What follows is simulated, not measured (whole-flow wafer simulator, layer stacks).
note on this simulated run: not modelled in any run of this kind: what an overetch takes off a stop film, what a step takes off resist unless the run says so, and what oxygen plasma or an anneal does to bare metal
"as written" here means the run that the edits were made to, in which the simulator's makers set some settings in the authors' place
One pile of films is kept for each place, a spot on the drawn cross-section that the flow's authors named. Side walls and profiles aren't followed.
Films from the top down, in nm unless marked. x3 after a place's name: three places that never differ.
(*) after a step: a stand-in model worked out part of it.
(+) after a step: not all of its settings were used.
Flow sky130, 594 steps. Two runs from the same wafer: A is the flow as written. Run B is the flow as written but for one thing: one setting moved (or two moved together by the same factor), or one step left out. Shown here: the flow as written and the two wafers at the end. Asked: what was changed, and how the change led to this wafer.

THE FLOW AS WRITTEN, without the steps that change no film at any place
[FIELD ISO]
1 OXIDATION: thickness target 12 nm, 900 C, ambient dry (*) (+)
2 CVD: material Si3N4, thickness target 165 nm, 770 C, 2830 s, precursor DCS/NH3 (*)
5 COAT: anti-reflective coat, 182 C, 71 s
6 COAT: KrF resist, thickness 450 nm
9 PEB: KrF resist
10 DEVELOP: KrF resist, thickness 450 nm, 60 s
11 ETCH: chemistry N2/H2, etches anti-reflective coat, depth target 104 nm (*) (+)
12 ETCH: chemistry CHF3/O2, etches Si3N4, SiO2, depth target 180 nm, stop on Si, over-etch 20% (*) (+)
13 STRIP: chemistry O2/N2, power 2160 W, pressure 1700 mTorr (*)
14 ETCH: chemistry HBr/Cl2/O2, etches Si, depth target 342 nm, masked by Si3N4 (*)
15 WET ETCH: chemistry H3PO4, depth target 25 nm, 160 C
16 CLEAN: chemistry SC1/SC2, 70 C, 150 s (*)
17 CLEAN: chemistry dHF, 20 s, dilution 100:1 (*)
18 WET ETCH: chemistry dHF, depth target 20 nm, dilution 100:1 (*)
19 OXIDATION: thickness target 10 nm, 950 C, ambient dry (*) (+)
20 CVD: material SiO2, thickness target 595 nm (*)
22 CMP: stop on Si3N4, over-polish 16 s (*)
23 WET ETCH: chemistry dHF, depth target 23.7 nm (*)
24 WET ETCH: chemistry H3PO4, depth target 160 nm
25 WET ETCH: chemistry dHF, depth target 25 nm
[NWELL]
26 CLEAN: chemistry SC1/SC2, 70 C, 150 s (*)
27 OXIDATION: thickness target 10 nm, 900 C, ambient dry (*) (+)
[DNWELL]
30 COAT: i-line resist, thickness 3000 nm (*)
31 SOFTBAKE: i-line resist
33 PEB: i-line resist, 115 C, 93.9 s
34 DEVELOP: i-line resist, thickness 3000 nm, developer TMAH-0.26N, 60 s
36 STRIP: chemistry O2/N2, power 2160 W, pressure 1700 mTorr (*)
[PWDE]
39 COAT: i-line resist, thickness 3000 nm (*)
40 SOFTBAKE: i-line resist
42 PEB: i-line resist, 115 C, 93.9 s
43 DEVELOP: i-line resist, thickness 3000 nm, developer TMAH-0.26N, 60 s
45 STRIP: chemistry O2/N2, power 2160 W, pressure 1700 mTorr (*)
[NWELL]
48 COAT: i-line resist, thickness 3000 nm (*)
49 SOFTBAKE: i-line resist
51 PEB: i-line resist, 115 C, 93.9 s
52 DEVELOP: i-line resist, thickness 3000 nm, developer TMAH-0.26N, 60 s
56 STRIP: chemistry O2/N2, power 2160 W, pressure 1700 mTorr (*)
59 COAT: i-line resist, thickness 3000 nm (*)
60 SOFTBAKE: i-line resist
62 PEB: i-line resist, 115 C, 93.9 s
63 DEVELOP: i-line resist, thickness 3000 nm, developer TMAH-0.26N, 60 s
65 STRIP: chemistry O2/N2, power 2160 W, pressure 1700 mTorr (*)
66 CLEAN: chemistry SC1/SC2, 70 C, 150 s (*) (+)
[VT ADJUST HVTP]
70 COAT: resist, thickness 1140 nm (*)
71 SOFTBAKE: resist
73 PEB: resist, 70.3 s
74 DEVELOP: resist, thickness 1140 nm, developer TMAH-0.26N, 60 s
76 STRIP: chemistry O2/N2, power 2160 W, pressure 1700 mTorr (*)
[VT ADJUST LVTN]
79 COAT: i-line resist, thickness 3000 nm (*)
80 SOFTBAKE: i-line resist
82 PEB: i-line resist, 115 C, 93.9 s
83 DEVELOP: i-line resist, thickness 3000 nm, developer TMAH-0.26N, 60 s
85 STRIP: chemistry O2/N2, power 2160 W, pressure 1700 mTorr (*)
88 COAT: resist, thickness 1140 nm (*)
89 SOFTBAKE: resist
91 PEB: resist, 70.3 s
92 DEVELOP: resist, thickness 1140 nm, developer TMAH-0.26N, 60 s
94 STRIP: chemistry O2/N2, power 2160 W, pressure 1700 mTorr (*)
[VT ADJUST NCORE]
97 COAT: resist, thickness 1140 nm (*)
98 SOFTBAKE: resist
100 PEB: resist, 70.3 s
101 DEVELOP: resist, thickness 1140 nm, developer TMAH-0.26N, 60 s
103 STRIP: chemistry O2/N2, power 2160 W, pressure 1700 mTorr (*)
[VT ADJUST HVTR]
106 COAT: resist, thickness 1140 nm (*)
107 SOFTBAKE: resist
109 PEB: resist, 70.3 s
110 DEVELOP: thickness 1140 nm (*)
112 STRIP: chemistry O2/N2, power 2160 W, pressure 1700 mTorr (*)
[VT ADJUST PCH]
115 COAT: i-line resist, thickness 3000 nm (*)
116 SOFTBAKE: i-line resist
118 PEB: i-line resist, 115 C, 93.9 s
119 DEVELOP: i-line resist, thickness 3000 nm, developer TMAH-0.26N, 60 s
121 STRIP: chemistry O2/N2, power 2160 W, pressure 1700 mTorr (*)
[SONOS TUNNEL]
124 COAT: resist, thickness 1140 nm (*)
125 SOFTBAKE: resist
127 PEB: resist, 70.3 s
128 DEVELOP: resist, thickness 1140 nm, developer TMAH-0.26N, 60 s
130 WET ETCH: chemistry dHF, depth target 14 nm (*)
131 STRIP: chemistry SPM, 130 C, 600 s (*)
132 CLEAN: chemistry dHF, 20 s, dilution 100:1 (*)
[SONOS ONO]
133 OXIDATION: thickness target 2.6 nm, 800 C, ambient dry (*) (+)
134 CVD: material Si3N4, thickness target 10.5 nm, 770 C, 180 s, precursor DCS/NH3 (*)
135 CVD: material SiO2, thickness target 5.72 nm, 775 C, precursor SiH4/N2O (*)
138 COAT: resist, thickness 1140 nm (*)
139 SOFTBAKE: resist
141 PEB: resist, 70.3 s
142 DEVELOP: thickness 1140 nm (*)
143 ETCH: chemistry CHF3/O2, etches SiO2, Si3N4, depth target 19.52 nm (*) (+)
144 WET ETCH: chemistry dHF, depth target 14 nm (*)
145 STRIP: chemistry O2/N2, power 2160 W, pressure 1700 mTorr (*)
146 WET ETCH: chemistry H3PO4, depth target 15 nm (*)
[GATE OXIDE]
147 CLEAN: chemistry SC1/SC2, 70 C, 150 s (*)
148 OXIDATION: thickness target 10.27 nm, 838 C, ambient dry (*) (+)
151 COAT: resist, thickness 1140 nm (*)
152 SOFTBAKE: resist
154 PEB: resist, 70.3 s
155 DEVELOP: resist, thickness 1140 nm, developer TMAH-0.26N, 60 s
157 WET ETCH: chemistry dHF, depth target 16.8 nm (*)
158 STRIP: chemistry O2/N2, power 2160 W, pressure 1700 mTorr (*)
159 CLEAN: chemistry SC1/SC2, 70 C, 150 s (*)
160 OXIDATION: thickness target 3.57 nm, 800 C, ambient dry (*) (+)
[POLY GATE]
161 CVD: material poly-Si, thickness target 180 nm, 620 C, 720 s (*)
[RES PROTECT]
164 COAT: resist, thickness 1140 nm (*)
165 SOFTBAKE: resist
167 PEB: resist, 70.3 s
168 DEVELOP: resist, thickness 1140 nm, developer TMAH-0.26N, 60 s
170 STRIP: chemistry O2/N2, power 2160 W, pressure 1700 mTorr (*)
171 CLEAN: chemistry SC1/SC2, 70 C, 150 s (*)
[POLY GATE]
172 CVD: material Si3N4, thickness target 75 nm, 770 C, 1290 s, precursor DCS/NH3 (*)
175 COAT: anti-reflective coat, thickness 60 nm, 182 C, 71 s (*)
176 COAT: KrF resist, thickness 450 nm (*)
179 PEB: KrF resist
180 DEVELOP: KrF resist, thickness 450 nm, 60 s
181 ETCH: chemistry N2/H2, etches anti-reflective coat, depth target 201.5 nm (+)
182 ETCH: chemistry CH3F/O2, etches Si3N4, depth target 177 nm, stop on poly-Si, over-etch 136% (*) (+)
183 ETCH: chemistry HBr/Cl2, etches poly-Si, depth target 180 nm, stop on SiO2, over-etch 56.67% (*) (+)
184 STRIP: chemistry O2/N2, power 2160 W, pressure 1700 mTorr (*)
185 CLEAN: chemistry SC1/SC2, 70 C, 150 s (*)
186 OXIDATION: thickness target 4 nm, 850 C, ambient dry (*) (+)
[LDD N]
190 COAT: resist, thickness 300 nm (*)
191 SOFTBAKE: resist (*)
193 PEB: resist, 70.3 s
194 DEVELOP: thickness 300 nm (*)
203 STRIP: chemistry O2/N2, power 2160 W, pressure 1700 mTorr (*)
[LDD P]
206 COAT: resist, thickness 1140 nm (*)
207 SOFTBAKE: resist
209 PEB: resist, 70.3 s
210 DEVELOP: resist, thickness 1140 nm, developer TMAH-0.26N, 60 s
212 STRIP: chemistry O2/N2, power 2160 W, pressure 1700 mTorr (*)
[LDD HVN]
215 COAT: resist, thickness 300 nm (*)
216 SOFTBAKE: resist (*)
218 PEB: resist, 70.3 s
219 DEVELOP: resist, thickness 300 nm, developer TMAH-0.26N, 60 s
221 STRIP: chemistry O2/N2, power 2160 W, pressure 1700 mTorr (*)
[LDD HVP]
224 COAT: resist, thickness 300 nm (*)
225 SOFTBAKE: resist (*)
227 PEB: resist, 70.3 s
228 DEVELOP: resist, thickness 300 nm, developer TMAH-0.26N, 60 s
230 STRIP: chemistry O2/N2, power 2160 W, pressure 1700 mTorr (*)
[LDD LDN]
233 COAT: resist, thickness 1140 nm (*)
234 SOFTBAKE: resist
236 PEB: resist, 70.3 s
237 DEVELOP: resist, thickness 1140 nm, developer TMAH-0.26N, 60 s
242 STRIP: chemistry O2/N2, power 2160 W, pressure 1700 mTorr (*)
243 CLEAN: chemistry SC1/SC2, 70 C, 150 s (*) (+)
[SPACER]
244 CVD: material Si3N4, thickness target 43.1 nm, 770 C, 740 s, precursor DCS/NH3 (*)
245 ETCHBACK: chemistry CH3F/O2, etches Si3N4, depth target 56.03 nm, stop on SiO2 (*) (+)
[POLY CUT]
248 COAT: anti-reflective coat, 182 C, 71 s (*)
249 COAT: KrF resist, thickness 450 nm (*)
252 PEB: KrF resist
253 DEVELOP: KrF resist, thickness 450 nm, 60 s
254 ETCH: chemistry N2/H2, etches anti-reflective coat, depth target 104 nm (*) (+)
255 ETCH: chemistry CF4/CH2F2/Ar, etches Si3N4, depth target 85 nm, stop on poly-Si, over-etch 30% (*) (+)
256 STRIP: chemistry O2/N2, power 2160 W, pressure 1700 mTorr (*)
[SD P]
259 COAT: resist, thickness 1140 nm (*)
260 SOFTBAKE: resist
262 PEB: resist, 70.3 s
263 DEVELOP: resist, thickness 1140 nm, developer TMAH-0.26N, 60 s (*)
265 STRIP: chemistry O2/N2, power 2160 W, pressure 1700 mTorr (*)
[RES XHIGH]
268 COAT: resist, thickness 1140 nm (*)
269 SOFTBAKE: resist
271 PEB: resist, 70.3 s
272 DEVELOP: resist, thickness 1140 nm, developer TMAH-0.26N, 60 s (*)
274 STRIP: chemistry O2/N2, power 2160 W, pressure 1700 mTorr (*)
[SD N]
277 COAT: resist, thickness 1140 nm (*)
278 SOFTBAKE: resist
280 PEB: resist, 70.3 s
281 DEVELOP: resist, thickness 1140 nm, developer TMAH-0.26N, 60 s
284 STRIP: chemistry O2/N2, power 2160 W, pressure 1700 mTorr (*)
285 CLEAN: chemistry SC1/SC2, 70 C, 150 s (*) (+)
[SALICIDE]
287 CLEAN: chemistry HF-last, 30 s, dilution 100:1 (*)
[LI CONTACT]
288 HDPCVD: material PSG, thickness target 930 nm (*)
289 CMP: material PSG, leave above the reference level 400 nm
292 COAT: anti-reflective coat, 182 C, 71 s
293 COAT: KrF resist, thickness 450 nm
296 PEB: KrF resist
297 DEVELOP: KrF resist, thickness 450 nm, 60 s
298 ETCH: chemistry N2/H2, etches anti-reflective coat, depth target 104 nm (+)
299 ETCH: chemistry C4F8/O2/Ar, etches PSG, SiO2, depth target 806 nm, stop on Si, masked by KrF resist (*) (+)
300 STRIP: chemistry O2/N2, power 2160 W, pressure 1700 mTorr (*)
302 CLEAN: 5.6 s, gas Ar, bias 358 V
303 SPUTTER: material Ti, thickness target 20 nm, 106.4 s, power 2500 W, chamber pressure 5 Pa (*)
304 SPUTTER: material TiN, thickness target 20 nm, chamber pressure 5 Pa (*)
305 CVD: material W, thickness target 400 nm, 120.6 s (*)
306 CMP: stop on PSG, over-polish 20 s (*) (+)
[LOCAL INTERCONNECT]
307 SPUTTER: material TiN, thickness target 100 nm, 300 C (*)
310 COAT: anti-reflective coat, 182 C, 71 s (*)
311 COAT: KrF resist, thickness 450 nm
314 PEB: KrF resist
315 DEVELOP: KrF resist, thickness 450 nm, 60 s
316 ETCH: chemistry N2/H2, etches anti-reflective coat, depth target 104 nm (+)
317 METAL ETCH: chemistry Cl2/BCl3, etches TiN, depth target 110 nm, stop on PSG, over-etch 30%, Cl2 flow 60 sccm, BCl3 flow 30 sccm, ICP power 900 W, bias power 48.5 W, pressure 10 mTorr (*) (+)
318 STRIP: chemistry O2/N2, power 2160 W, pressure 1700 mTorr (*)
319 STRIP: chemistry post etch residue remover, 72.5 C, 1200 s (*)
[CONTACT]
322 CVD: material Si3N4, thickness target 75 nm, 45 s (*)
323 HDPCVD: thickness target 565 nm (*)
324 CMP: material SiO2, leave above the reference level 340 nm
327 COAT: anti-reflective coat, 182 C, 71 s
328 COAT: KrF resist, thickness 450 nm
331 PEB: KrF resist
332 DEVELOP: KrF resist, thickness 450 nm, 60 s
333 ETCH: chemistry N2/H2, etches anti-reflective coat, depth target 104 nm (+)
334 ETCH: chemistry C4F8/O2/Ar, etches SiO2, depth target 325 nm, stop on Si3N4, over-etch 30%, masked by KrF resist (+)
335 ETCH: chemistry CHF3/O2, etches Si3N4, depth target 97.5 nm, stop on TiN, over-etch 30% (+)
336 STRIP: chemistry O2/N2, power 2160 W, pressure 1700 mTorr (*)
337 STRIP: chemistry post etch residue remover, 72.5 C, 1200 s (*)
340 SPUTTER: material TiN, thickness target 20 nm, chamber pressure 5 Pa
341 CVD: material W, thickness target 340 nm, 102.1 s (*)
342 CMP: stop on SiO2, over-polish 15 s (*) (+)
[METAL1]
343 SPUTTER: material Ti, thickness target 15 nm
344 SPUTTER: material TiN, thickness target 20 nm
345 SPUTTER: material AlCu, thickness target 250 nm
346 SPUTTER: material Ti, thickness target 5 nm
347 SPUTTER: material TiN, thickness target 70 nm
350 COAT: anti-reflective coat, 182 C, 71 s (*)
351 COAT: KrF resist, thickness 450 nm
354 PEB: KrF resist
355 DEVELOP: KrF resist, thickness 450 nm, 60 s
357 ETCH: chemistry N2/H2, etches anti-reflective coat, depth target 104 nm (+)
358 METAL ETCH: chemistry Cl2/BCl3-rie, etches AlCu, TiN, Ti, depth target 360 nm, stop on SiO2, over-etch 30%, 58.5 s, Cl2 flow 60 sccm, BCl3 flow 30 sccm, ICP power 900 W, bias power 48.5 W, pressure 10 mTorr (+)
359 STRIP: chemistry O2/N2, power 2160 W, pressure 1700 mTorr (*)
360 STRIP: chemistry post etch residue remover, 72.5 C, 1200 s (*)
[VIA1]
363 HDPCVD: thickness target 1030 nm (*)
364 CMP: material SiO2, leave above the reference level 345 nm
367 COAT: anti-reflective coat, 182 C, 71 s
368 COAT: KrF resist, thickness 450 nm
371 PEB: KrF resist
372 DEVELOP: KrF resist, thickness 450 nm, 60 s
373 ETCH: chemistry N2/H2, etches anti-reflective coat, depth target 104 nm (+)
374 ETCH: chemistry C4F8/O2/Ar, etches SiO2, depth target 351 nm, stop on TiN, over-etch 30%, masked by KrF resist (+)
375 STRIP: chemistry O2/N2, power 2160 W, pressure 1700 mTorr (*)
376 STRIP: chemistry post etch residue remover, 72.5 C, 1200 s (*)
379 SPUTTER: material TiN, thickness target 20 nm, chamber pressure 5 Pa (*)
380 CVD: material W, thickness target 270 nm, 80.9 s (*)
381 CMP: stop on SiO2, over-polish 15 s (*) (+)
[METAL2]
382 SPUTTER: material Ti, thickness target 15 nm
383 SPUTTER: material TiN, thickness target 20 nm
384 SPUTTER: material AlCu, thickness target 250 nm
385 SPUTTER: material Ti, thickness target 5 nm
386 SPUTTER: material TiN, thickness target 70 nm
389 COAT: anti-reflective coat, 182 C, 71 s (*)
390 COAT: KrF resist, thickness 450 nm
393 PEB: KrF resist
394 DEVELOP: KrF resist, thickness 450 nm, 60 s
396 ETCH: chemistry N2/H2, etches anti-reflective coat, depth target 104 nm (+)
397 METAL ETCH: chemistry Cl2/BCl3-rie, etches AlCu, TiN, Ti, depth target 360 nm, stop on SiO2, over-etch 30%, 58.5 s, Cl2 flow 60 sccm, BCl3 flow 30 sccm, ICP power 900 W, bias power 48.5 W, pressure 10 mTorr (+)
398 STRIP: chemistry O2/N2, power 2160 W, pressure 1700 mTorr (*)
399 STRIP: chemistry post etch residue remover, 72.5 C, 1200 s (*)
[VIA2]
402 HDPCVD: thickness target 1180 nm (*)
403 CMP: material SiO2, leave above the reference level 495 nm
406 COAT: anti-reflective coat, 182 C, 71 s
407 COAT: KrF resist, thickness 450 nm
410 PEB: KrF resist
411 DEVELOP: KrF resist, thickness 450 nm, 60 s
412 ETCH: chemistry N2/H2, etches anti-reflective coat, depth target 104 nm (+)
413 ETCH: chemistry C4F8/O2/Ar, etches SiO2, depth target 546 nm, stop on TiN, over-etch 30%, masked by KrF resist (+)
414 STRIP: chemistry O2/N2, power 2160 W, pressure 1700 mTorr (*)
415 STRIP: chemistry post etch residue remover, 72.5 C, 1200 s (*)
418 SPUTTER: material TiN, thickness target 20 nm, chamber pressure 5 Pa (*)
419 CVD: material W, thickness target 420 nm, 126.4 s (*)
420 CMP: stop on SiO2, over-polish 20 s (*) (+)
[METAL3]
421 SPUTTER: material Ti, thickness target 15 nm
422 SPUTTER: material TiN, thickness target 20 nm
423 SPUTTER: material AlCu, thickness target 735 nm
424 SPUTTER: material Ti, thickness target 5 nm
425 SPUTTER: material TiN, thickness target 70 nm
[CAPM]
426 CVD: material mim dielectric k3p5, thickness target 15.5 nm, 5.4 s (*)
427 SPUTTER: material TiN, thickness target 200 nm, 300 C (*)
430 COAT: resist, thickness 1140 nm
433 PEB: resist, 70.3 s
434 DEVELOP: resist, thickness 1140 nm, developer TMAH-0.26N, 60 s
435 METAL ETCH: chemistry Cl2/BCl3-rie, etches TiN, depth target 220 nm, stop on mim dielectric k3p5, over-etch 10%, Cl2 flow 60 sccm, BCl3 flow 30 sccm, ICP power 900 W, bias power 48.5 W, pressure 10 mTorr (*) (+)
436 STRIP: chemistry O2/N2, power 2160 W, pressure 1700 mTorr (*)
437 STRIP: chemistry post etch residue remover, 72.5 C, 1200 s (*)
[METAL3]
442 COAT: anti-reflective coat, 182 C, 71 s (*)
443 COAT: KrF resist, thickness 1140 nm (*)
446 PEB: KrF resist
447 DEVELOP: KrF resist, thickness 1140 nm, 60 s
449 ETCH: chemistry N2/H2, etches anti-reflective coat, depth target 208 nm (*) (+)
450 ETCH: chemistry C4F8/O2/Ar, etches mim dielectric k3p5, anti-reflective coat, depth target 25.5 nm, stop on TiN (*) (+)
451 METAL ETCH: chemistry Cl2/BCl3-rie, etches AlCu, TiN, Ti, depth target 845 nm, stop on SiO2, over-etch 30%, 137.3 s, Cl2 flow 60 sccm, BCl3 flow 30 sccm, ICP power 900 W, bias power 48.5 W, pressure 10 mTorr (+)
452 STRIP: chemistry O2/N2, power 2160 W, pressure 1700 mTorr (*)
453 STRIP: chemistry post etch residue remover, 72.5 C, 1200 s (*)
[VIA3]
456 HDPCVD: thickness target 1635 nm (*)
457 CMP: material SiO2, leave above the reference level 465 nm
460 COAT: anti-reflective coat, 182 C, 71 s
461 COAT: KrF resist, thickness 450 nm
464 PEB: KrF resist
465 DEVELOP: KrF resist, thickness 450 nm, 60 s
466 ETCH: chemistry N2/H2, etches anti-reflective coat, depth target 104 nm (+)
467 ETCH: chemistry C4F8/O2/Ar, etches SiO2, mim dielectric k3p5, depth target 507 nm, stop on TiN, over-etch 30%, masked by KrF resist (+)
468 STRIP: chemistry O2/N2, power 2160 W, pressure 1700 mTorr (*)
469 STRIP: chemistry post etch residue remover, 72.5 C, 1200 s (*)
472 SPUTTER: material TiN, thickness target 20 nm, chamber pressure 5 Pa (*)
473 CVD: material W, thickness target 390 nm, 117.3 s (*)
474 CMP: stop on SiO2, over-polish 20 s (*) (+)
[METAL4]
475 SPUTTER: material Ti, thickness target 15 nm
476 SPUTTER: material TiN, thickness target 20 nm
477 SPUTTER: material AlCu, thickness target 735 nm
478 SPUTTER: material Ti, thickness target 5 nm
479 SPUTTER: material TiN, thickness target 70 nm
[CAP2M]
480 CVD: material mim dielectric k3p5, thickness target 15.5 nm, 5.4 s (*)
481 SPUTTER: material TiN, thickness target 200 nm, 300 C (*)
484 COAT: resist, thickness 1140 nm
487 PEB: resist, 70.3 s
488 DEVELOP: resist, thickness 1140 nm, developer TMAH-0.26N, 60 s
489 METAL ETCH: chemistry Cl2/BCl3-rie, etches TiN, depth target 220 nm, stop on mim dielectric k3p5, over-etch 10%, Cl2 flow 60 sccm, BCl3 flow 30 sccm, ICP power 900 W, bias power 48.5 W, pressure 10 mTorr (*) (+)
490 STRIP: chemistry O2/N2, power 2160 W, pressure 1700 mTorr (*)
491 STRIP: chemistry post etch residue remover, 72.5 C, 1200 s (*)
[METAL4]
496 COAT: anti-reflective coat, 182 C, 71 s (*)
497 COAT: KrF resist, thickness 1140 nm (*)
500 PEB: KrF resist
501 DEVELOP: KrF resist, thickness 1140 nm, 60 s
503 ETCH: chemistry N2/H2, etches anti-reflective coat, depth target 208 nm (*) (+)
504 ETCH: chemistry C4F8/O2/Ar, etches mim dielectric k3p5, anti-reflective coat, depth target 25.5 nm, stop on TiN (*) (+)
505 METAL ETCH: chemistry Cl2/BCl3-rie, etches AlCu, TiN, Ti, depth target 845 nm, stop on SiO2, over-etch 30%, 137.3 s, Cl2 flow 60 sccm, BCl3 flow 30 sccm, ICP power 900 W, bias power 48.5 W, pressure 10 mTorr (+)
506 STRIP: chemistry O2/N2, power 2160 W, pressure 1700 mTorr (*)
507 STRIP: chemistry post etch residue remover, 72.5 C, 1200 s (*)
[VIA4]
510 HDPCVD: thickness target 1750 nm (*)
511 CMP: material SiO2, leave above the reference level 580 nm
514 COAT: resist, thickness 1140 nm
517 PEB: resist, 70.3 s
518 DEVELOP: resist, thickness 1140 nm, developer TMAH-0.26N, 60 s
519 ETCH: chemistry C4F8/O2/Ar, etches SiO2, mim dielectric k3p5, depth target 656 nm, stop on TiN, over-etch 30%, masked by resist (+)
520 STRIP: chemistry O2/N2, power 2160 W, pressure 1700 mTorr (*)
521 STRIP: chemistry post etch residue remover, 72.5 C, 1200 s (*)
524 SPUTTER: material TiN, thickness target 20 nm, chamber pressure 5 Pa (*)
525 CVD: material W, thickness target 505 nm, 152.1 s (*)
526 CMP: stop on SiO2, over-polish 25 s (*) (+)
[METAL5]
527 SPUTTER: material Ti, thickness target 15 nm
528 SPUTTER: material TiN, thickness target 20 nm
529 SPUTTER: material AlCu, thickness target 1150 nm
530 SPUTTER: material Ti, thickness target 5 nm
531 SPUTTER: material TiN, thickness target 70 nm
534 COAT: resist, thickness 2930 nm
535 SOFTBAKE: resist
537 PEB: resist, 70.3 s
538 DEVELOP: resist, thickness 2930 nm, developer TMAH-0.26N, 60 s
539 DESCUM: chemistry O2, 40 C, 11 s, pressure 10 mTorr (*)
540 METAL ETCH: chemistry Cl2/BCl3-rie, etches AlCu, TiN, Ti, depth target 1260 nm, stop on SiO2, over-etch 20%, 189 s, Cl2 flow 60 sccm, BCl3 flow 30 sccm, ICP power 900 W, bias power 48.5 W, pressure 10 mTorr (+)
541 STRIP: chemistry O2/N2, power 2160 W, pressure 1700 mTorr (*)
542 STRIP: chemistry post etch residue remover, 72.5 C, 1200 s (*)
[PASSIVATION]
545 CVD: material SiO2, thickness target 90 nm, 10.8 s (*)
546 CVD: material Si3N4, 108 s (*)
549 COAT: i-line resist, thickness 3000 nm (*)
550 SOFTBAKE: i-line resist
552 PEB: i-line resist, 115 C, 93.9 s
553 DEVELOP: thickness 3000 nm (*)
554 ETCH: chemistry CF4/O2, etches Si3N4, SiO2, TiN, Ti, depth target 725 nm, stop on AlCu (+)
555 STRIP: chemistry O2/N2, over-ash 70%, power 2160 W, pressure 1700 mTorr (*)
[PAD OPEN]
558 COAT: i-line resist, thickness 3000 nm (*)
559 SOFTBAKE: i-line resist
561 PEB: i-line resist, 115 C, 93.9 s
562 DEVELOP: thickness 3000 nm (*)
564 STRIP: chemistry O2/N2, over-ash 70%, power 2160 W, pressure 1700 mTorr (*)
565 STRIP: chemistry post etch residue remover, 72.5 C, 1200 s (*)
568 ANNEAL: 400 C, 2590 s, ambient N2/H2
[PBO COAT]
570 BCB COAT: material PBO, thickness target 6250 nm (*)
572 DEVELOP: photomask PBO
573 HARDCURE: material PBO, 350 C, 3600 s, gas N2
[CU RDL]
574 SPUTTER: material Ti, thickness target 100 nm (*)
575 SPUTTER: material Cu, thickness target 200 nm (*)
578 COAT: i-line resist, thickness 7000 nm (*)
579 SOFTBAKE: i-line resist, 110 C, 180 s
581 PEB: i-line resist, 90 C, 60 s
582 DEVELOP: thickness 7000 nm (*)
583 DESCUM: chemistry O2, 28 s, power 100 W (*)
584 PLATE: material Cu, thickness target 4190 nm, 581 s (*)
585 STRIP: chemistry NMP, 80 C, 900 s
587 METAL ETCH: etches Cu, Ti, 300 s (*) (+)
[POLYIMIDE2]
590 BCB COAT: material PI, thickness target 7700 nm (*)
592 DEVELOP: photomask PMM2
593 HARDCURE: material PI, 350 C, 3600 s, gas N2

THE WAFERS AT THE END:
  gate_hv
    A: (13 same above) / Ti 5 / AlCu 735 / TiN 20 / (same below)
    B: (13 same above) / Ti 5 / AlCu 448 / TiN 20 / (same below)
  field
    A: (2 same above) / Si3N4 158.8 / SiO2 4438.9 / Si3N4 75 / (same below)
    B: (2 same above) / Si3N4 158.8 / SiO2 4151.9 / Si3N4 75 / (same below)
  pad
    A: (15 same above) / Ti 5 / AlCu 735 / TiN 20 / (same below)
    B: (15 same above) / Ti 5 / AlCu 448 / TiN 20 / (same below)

The cause: step 423, SPUTTER: thickness target 448 nm was run, where the flow has thickness target 735 nm.
It can be read off the wafer: gate_hv has AlCu 448, and step 423 as written asks for 735 nm.

How the change led to this, step by step:
  423 SPUTTER: material AlCu, thickness target 735 nm
      field, active, n_well and 188 more: A AlCu +735 (new film) | B AlCu +448 (new film)
  451 METAL ETCH: chemistry Cl2/BCl3-rie, etches AlCu, TiN, Ti, depth target 845 nm, stop on SiO2, over-etch 30%, 137.3 s, Cl2 flow 60 sccm, BCl3 flow 30 sccm, ICP power 900 W, bias power 48.5 W, pressure 10 mTorr (+)
      field, gate, spacer and 61 more: A TiN -70 (all of it), Ti -5 (all of it), AlCu -735 (all of it), TiN -20 (all of it), Ti -15 (all of it), SiO2 -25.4 | B TiN -70 (all of it), Ti -5 (all of it), AlCu -448 (all of it), TiN -20 (all of it), Ti -15 (all of it), SiO2 -54
      active, vpp_l1ln, via_li1, sonos_guard_hv, iso_guard_nw, rxpo_ln, rpm_encl_urpm: A TiN -70 (all of it), Ti -5 (all of it), AlCu -735 (all of it), TiN -20 (all of it), Ti -15 (all of it), SiO2 -25.3 | B TiN -70 (all of it), Ti -5 (all of it), AlCu -448 (all of it), TiN -20 (all of it), Ti -15 (all of it), SiO2 -54
      (and at 14 more places)
  457 CMP: material SiO2, leave above the reference level 465 nm
      field, active, gate and 77 more: A SiO2 -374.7 | B SiO2 -633
      vpp_iso1, m1_ln, vpp_l1ln, via1_hole, m1_ln_cd: A SiO2 -374.7 | B SiO2 -632.9
